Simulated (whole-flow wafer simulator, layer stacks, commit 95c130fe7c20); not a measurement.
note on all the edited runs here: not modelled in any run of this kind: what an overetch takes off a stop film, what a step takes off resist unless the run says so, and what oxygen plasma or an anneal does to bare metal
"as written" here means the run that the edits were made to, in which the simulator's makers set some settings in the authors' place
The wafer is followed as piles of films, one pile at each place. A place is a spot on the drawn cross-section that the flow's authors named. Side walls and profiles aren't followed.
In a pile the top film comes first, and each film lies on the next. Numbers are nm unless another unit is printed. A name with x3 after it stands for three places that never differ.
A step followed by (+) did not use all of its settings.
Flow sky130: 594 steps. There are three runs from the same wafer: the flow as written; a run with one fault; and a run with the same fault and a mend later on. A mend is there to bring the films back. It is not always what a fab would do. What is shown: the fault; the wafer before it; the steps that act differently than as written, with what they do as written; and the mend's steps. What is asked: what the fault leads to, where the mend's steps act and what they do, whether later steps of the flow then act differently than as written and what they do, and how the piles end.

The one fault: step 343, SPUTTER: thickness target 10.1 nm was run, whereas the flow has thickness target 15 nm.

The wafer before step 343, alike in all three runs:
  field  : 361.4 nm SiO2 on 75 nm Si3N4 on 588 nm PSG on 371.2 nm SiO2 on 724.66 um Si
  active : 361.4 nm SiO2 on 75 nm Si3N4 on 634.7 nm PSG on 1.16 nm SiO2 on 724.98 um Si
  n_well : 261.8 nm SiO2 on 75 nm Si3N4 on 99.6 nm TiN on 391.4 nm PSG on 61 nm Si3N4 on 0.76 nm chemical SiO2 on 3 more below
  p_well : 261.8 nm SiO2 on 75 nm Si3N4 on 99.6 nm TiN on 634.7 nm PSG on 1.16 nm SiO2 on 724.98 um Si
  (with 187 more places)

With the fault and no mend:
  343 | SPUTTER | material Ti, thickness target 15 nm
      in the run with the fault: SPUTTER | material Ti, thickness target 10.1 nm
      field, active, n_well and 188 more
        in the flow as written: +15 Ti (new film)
        in the run with the fault: +10.1 Ti (new film)
  Steps further on in the flow that do not act as written (not shown: 11 more steps that differ only slightly, by at most 2% or 0.5 nm, whichever is larger):
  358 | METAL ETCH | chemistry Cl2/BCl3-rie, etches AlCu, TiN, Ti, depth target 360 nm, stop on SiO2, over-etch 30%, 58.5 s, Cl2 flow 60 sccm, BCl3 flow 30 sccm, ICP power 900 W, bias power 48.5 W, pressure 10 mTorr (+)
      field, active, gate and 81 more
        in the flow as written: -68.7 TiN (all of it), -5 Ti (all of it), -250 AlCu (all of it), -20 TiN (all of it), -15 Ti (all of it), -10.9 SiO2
        in the run with the fault: -68.7 TiN (all of it), -5 Ti (all of it), -250 AlCu (all of it), -20 TiN (all of it), -10.1 Ti (all of it), -11.4 SiO2
  At n_well, p_well, gate_hv and 104 more, the piles at the end differ from the flow's by more than 2% or 0.5 nm, whichever is larger.
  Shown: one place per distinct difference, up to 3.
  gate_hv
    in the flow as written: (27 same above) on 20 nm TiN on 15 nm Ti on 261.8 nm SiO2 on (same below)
    in the run with the fault: (27 same above) on 20 nm TiN on 10.1 nm Ti on 261.8 nm SiO2 on (same below)
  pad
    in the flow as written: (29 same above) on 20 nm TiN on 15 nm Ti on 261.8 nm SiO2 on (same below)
    in the run with the fault: (29 same above) on 20 nm TiN on 10.1 nm Ti on 261.8 nm SiO2 on (same below)
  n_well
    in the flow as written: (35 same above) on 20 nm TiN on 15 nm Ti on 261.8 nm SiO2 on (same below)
    in the run with the fault: (35 same above) on 20 nm TiN on 10.1 nm Ti on 261.8 nm SiO2 on (same below)

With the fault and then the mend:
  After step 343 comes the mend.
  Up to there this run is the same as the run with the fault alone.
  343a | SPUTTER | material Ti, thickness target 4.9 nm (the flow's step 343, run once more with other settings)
      field, active, n_well and 188 more
        +4.9 Ti
  None of the later steps of the flow acts differently than as written at any place that is followed.
  By the end, the piles equal the flow's at every place that both follow.
